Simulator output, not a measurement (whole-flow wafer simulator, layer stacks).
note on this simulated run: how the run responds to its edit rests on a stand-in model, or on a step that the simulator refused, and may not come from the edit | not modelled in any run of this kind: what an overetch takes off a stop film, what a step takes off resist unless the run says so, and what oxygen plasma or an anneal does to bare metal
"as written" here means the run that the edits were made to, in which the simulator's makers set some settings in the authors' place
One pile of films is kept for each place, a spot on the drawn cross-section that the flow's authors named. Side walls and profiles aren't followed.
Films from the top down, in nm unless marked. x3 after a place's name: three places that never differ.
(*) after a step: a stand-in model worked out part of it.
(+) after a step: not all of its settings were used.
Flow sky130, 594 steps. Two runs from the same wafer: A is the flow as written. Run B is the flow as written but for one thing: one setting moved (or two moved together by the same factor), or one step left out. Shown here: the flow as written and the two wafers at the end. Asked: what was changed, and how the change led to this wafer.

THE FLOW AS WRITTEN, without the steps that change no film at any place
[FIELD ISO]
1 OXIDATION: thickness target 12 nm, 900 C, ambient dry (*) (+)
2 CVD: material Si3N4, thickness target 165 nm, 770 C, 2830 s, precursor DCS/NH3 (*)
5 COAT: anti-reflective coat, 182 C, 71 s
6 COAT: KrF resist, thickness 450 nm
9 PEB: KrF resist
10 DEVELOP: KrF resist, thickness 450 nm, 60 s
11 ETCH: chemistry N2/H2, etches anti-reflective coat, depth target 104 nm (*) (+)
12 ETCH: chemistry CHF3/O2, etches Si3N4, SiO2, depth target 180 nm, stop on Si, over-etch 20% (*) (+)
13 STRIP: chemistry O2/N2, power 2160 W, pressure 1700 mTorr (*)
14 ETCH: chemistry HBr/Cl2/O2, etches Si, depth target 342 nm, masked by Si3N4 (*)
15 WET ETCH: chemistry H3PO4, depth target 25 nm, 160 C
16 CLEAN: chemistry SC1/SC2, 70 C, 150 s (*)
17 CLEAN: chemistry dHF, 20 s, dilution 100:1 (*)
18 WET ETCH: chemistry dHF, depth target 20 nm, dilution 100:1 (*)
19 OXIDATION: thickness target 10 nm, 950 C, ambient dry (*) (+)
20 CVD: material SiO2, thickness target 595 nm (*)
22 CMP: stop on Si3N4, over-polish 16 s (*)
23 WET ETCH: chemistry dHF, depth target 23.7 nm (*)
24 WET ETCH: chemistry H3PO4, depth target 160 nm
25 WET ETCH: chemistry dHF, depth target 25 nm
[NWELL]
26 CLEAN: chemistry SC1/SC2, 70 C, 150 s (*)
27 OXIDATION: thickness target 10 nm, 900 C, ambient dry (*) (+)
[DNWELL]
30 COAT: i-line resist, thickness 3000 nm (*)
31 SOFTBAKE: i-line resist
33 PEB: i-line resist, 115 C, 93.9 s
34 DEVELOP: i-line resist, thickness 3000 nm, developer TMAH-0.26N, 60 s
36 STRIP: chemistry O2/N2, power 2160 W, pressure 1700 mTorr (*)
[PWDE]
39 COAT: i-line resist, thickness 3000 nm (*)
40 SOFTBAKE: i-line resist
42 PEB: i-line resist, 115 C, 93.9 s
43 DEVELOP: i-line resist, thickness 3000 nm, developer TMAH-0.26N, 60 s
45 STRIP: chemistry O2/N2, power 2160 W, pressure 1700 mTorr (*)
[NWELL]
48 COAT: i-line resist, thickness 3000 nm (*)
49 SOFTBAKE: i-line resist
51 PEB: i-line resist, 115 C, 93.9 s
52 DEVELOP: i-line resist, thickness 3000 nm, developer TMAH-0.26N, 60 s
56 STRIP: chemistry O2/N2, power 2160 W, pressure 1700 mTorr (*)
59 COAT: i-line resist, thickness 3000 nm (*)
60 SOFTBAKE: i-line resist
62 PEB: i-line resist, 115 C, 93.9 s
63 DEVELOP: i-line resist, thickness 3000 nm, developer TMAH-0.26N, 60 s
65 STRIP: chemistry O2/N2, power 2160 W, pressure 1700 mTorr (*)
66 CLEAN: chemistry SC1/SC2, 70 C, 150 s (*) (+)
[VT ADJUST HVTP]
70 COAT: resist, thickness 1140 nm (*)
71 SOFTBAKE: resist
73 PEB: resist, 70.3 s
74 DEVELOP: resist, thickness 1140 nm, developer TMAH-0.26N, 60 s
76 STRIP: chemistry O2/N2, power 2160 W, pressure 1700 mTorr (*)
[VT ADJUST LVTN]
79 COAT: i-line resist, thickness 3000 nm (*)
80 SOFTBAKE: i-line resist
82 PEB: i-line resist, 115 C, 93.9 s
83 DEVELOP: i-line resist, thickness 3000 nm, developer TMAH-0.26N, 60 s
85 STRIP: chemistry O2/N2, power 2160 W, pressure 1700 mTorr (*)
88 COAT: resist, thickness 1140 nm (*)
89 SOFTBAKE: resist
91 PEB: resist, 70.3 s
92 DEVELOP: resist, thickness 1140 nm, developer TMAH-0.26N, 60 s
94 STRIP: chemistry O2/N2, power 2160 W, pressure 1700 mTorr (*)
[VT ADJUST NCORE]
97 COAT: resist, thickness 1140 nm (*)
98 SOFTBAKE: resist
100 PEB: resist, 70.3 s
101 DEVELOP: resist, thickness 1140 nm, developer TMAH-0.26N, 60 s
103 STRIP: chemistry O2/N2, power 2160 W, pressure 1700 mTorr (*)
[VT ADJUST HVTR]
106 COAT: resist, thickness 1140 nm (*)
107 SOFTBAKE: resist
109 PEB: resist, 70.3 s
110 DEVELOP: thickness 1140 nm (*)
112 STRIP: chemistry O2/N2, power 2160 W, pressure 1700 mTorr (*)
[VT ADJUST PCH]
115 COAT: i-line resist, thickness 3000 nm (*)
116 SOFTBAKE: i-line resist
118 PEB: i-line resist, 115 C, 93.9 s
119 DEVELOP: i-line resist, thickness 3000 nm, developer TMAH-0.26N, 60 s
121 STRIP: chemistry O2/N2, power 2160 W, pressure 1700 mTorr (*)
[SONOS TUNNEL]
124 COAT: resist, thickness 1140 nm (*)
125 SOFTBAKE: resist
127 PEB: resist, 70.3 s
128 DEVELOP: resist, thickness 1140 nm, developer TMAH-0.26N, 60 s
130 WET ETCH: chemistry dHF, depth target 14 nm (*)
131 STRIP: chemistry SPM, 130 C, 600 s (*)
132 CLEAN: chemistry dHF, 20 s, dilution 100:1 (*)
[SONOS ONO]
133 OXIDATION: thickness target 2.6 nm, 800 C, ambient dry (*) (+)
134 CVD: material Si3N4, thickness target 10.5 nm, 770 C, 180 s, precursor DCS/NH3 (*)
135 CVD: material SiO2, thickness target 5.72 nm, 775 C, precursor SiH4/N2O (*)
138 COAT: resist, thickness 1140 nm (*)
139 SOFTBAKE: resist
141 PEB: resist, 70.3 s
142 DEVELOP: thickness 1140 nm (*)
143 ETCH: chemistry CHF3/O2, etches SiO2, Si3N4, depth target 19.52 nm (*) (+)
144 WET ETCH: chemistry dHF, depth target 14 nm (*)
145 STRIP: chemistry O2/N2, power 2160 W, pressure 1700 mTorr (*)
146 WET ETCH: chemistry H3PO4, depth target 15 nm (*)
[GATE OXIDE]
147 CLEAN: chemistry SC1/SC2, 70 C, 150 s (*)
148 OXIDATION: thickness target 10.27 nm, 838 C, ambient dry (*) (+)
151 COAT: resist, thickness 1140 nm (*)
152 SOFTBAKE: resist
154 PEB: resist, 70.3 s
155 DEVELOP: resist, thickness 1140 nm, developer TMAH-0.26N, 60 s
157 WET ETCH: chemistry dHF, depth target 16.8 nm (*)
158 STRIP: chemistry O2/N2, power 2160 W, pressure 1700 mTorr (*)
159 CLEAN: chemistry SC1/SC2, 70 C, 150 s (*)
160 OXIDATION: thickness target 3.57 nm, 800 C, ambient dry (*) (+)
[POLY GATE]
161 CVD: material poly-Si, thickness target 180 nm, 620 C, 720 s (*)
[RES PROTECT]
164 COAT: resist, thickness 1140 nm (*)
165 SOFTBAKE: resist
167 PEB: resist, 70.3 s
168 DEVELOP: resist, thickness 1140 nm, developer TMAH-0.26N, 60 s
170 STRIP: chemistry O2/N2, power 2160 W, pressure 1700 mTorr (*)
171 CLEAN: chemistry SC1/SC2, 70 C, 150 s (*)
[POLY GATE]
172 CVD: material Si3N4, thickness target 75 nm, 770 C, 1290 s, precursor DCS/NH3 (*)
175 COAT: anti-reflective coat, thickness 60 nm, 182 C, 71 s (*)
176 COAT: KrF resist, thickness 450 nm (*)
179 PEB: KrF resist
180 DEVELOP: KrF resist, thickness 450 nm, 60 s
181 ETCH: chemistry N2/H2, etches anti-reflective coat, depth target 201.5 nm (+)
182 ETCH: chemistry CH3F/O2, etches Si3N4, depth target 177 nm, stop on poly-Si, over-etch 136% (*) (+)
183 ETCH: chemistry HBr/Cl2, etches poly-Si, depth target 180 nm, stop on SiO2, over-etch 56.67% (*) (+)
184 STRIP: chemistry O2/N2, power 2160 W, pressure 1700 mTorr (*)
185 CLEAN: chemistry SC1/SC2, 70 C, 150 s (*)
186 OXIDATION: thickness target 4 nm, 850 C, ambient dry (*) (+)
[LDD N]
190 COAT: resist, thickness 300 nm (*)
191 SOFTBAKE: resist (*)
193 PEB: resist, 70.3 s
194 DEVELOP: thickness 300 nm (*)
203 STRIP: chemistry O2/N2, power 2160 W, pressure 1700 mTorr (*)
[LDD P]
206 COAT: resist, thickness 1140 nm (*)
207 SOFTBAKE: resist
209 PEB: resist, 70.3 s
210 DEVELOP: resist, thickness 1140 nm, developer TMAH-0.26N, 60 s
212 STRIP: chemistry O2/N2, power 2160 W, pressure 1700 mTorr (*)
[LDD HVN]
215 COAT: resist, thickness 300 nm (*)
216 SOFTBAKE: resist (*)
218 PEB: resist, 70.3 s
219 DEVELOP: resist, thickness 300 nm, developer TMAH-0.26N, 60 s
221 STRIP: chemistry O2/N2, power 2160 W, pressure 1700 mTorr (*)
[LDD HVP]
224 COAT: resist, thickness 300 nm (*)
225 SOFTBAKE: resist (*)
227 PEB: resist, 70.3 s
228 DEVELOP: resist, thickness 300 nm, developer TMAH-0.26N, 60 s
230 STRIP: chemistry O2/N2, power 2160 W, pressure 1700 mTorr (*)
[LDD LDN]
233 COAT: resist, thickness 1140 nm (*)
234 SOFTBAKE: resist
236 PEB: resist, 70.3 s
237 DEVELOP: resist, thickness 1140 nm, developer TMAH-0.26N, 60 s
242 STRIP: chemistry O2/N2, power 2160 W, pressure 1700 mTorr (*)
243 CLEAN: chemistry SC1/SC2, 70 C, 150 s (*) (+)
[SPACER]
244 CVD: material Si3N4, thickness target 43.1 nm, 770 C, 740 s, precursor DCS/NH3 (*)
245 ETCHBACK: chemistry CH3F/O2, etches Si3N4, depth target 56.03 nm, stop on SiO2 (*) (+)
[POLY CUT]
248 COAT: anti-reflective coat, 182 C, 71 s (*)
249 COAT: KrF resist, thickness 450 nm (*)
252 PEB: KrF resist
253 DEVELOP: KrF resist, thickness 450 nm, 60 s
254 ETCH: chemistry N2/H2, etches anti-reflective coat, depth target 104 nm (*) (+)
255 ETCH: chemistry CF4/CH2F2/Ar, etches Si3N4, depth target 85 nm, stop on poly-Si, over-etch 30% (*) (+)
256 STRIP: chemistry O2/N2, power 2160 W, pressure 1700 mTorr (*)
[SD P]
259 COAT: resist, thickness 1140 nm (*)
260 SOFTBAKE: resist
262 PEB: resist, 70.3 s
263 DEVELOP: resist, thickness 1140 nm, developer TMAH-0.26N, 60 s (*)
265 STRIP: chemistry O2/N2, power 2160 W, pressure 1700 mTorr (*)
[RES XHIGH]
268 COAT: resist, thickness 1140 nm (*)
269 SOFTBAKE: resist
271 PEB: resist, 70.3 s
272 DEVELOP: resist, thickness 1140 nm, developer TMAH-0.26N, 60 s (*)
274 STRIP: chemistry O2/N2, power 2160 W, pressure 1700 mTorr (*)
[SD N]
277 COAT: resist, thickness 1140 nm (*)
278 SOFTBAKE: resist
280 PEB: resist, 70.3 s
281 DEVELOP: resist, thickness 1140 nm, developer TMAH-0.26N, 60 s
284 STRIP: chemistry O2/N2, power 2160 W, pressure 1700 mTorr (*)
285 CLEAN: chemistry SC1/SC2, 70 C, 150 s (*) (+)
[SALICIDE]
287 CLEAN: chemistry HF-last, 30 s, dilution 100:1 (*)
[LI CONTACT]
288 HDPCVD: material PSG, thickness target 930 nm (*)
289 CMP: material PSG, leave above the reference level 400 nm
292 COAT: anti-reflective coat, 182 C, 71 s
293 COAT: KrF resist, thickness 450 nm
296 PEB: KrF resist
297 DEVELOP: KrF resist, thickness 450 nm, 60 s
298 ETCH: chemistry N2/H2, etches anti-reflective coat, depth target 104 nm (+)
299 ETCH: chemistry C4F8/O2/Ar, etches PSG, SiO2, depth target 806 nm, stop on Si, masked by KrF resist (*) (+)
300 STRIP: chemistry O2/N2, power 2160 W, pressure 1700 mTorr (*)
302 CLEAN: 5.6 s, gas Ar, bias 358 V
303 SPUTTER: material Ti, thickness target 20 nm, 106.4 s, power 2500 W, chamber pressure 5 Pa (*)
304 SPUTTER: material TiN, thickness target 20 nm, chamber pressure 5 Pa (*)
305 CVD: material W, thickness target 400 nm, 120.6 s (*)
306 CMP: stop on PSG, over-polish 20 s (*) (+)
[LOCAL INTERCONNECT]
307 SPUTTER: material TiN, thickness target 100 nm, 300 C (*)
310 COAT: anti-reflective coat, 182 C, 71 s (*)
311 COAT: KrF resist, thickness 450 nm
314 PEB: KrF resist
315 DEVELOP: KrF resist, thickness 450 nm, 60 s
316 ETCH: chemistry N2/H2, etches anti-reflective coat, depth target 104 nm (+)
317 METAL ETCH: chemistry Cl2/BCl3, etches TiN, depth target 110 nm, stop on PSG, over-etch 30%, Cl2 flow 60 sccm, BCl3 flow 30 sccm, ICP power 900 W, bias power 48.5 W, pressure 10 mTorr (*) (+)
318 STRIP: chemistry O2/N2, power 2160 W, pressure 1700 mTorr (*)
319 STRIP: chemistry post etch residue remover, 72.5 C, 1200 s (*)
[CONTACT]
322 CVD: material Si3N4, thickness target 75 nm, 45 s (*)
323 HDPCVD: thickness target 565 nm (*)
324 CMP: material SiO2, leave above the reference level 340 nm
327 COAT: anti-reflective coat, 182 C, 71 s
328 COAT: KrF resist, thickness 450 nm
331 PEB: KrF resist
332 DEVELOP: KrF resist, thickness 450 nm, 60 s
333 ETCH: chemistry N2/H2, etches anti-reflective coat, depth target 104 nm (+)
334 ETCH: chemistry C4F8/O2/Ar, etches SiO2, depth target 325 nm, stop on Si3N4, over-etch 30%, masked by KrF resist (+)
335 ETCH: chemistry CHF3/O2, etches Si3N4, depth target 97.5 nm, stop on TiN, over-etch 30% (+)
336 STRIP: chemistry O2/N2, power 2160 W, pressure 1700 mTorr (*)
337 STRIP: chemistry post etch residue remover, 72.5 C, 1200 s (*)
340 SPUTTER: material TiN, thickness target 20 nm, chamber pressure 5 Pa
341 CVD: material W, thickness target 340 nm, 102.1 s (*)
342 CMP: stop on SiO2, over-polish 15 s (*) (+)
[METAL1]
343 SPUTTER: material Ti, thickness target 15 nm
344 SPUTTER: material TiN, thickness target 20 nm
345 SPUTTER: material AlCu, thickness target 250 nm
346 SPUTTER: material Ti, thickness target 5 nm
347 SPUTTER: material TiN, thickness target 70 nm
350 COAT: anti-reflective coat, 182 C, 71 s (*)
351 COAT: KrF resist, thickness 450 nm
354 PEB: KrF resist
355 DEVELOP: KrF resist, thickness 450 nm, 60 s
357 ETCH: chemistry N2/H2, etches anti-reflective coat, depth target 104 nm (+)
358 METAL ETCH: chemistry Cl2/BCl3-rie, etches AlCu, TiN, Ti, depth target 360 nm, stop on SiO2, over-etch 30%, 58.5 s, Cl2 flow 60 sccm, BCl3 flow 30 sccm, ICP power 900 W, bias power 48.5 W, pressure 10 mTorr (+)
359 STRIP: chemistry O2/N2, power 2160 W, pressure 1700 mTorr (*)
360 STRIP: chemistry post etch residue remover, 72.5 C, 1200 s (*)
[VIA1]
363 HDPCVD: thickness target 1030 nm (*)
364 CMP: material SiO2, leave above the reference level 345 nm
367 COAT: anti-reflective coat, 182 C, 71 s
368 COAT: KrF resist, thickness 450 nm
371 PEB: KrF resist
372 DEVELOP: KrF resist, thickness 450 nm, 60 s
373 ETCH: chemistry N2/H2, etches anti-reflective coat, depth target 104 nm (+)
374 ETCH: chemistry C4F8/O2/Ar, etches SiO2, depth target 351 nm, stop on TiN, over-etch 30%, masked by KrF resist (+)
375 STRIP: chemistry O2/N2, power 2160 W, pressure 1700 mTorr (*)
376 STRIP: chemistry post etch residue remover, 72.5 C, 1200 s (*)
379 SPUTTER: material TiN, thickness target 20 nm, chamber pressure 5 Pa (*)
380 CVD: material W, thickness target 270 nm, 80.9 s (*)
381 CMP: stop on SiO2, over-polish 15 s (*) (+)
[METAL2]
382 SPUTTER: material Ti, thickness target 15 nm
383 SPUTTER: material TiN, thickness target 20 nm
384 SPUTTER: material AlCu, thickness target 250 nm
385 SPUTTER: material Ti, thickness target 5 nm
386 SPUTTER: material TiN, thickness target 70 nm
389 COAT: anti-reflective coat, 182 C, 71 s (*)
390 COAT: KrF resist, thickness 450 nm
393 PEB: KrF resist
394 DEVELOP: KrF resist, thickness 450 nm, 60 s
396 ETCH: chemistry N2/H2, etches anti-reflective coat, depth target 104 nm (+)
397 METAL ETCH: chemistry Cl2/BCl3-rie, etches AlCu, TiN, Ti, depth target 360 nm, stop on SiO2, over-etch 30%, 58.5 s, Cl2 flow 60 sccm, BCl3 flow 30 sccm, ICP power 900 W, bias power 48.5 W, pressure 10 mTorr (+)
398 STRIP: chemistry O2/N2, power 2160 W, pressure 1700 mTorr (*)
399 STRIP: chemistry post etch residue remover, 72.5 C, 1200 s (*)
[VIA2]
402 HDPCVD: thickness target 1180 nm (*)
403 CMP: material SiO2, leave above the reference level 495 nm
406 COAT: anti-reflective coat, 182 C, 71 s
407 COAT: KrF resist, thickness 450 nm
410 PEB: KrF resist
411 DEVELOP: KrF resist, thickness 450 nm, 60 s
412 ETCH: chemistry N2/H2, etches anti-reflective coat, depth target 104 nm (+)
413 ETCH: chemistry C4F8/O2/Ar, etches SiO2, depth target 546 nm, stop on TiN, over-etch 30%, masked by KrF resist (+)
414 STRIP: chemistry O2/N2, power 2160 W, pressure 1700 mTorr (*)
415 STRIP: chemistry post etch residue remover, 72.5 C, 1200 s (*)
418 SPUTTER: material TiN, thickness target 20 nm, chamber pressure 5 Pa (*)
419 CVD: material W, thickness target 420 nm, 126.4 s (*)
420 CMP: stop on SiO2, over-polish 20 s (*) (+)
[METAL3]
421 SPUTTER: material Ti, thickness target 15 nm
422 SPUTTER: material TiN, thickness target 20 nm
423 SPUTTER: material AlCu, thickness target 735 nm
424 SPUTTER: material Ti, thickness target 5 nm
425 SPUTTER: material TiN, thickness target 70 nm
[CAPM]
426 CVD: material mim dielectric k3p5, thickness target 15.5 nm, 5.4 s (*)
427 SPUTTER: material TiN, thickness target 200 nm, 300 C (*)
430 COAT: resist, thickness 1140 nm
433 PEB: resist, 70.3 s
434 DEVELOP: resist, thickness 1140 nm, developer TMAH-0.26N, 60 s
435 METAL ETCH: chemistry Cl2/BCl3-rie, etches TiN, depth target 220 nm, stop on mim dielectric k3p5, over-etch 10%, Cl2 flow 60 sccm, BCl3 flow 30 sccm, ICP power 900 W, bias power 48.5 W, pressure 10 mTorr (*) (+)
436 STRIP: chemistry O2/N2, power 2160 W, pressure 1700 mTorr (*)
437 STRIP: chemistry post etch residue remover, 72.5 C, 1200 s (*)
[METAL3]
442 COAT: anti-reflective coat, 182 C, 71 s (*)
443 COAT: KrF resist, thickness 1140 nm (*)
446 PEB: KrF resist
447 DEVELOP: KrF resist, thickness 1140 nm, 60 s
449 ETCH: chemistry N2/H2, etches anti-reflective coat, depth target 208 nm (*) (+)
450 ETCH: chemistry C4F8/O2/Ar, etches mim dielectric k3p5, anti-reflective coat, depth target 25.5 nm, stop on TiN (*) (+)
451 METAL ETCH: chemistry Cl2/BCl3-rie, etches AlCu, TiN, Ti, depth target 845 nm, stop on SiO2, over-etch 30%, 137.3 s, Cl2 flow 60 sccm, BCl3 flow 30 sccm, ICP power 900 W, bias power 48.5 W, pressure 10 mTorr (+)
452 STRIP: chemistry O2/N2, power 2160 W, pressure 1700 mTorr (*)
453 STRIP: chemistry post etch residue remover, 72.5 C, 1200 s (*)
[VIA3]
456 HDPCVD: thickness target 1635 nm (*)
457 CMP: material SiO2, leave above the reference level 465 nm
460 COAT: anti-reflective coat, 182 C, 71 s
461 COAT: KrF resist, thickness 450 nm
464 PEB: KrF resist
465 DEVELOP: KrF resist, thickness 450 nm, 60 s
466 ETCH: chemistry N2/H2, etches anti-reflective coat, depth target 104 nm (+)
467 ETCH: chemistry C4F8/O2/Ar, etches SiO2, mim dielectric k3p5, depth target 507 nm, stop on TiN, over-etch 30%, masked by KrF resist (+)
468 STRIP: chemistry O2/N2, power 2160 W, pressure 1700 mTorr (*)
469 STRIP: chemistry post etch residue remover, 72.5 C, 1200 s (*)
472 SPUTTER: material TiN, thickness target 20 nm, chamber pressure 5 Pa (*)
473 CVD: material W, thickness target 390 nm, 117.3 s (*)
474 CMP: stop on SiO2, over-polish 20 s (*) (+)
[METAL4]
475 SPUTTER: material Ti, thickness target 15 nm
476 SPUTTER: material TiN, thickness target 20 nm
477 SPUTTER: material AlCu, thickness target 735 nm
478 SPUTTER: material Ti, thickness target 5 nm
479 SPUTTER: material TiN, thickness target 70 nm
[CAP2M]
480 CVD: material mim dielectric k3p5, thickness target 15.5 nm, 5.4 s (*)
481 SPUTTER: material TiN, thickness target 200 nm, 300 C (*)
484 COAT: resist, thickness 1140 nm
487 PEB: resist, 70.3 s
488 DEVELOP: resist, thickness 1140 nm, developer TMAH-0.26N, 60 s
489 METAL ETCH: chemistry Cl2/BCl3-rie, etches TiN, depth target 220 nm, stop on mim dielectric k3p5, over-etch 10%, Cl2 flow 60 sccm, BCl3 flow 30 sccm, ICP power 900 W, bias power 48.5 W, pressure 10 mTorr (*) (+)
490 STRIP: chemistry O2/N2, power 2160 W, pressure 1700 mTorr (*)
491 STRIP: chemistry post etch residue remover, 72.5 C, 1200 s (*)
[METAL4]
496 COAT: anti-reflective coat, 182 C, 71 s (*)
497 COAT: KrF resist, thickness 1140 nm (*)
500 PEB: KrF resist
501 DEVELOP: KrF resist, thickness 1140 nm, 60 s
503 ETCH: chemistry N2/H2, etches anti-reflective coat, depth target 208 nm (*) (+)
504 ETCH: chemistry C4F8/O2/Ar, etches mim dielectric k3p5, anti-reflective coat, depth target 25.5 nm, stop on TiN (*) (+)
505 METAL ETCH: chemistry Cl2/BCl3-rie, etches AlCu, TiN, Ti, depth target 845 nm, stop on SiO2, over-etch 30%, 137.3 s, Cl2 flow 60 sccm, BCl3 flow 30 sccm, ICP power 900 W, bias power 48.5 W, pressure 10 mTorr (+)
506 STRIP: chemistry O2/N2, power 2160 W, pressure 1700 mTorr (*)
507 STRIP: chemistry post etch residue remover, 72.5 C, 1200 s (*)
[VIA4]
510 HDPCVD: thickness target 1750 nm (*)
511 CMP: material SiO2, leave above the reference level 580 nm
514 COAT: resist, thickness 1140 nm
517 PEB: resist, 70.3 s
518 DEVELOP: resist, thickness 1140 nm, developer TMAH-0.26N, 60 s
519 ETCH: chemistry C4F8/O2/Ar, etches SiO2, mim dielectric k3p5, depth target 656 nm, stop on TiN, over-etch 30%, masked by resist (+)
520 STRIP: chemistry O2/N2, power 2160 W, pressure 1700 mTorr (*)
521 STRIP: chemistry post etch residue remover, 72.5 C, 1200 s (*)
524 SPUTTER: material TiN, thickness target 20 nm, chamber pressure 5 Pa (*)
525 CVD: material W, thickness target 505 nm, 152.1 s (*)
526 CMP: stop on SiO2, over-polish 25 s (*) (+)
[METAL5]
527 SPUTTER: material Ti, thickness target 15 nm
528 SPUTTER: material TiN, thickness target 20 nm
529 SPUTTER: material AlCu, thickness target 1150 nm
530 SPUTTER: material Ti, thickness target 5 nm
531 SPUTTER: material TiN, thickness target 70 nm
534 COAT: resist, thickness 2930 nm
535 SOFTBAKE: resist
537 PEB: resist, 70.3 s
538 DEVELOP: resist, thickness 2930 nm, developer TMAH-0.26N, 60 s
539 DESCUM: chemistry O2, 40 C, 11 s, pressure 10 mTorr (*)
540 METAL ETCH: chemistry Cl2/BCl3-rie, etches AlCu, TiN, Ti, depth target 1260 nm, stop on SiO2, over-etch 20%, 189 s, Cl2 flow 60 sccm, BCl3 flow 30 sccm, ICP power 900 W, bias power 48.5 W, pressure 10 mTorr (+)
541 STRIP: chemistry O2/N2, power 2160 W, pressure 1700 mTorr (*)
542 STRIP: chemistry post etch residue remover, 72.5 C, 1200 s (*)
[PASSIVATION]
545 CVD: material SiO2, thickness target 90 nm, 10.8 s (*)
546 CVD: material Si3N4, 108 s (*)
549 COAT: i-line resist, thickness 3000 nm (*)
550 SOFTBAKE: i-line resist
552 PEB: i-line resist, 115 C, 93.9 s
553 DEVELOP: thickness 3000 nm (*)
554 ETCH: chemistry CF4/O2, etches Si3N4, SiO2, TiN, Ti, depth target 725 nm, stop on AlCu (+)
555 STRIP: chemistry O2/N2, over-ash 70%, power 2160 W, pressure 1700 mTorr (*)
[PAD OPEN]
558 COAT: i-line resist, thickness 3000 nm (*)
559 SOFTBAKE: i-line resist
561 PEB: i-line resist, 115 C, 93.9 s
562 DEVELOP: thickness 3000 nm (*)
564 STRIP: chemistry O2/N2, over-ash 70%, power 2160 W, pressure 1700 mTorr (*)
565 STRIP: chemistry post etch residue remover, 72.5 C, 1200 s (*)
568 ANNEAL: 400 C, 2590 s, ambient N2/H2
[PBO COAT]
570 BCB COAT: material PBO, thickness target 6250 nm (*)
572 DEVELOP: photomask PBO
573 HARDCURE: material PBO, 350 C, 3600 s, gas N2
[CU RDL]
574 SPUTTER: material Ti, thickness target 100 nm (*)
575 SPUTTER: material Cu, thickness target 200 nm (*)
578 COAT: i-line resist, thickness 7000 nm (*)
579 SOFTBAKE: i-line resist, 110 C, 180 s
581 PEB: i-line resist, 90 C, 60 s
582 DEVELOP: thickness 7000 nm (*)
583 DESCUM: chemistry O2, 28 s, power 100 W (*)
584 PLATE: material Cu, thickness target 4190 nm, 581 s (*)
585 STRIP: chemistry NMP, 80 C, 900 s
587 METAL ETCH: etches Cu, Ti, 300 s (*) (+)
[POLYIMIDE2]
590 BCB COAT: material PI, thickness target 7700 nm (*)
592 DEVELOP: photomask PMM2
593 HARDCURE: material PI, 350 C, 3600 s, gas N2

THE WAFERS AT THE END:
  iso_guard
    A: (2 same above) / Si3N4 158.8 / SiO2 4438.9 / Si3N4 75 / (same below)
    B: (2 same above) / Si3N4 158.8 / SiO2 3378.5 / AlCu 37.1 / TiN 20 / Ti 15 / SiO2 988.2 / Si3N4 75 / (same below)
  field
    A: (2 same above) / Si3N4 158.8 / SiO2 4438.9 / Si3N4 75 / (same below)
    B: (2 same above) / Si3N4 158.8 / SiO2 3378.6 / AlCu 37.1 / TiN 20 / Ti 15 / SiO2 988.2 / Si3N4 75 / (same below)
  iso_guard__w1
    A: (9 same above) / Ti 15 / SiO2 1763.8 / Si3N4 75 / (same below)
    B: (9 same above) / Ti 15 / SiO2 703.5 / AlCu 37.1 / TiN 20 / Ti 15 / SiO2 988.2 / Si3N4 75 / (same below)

The cause: step 397, METAL ETCH: depth target 216 nm was run, where the flow has depth target 360 nm; step 397, METAL ETCH: 35.1 s was run, where the flow has 58.5 s.

How the change led to this, step by step:
  397 METAL ETCH: chemistry Cl2/BCl3-rie, etches AlCu, TiN, Ti, depth target 360 nm, stop on SiO2, over-etch 30%, 58.5 s, Cl2 flow 60 sccm, BCl3 flow 30 sccm, ICP power 900 W, bias power 48.5 W, pressure 10 mTorr (+)
      field, active, gate and 82 more: A TiN -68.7 (all of it), Ti -5 (all of it), AlCu -250 (all of it), TiN -20 (all of it), Ti -15 (all of it), SiO2 -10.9 | B TiN -68.7 (all of it), Ti -5 (all of it), AlCu -207.1
      n_well, p_well, gate_hv and 103 more: A KrF resist -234 | B KrF resist -140.4
  398 STRIP: chemistry O2/N2, power 2160 W, pressure 1700 mTorr (*)
      n_well, p_well, gate_hv and 101 more: A KrF resist -143.8 (all of it), anti-reflective coat -80 (all of it) | B KrF resist -237.4 (all of it), anti-reflective coat -80 (all of it)
      m1, via1_hole: A KrF resist -143.9 (all of it), anti-reflective coat -80.4 (all of it) | B KrF resist -237.5 (all of it), anti-reflective coat -80.4 (all of it)
  399 STRIP: chemistry post etch residue remover, 72.5 C, 1200 s (*)
      field, active, gate and 82 more: A nothing | B AlCu -5.72
  402 HDPCVD: thickness target 1180 nm (*)
      field, active, gate and 82 more: A SiO2 +1180 | B SiO2 +1180 (new film)
  403 CMP: material SiO2, leave above the reference level 495 nm
      field, active, gate and 82 more: A SiO2 -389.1 | B SiO2 -472.1
Counting metal films that touch as one body, iso_guard has 1 body; the flow as written gives 0 bodies.
Counting metal films that touch as one body, field has 1 body; the flow as written gives 0 bodies.
Counting metal films that touch as one body, iso_guard__w1 has 2 bodies (between them, from the top down: SiO2 703.5); the flow as written gives 1 body.
